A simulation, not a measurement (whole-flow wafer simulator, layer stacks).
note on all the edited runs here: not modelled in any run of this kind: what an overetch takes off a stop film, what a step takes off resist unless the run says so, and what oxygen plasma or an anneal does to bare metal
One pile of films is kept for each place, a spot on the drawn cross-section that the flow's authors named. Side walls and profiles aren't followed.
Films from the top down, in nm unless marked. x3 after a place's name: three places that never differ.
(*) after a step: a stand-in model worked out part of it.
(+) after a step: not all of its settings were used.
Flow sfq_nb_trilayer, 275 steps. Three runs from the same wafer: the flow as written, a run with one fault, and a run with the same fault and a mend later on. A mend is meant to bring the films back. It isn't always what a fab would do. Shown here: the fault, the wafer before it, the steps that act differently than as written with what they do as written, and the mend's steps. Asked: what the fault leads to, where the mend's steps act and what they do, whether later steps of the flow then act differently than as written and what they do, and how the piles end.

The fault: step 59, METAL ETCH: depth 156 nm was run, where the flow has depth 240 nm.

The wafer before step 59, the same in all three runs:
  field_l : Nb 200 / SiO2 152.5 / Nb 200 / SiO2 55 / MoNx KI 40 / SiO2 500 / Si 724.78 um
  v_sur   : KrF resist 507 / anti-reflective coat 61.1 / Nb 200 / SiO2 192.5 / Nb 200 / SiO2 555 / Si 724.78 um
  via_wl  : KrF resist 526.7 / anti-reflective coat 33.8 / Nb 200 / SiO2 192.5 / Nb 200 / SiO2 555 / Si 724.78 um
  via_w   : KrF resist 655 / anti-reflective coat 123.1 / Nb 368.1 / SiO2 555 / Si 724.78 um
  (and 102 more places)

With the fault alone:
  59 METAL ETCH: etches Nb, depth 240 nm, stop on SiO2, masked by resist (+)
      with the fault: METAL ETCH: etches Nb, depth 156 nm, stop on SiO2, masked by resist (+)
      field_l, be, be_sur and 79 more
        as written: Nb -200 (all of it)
        with the fault: Nb -156
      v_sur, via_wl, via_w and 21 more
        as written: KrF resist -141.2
        with the fault: KrF resist -91.8
  Later steps of the flow that act differently than as written:
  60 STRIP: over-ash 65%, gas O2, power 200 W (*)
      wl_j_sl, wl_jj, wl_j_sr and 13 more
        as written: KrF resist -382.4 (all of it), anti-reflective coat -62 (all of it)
        with the fault: KrF resist -431.8 (all of it), anti-reflective coat -62 (all of it)
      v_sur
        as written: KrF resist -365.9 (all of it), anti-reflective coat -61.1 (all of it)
        with the fault: KrF resist -415.3 (all of it), anti-reflective coat -61.1 (all of it)
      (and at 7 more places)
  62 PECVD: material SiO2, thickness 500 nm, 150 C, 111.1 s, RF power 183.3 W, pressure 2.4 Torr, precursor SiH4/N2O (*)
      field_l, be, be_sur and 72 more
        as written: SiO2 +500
        with the fault: SiO2 +500 (new film)
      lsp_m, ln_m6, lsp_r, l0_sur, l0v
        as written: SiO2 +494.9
        with the fault: SiO2 +500 (new film)
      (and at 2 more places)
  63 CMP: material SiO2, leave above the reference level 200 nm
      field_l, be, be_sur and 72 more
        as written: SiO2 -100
        with the fault: SiO2 -144
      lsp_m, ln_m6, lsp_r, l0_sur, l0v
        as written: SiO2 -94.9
        with the fault: SiO2 -144
  At the end the piles differ from the flow's by more than 2% or 0.5 nm, whichever is larger, at field_l, be, be_sur and 79 more.
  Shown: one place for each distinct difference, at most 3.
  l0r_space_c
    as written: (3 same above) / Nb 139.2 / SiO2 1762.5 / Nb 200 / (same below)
    with the fault: (3 same above) / Nb 139.2 / SiO2 1526 / Nb 44 / SiO2 192.5 / Nb 200 / (same below)
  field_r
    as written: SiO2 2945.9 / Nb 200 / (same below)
    with the fault: SiO2 2709.4 / Nb 44 / SiO2 192.5 / Nb 200 / (same below)
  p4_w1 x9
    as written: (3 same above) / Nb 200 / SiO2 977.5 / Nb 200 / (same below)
    with the fault: (3 same above) / Nb 200 / SiO2 741 / Nb 44 / SiO2 192.5 / Nb 200 / (same below)

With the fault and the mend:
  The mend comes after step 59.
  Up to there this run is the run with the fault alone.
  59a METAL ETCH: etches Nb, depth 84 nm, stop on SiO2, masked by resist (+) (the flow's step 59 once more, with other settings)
      field_l, be, be_sur and 79 more
        Nb -44 (all of it)
      v_sur, via_wl, via_w and 21 more
        KrF resist -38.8
  Later steps of the flow that act differently than as written:
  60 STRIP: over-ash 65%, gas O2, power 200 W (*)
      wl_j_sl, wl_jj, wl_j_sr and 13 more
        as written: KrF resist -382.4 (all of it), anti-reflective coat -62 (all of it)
        with the mend: KrF resist -393 (all of it), anti-reflective coat -62 (all of it)
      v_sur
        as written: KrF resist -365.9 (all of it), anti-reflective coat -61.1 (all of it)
        with the mend: KrF resist -376.5 (all of it), anti-reflective coat -61.1 (all of it)
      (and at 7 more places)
  At the end the piles are the same as the flow's at every place that both follow.
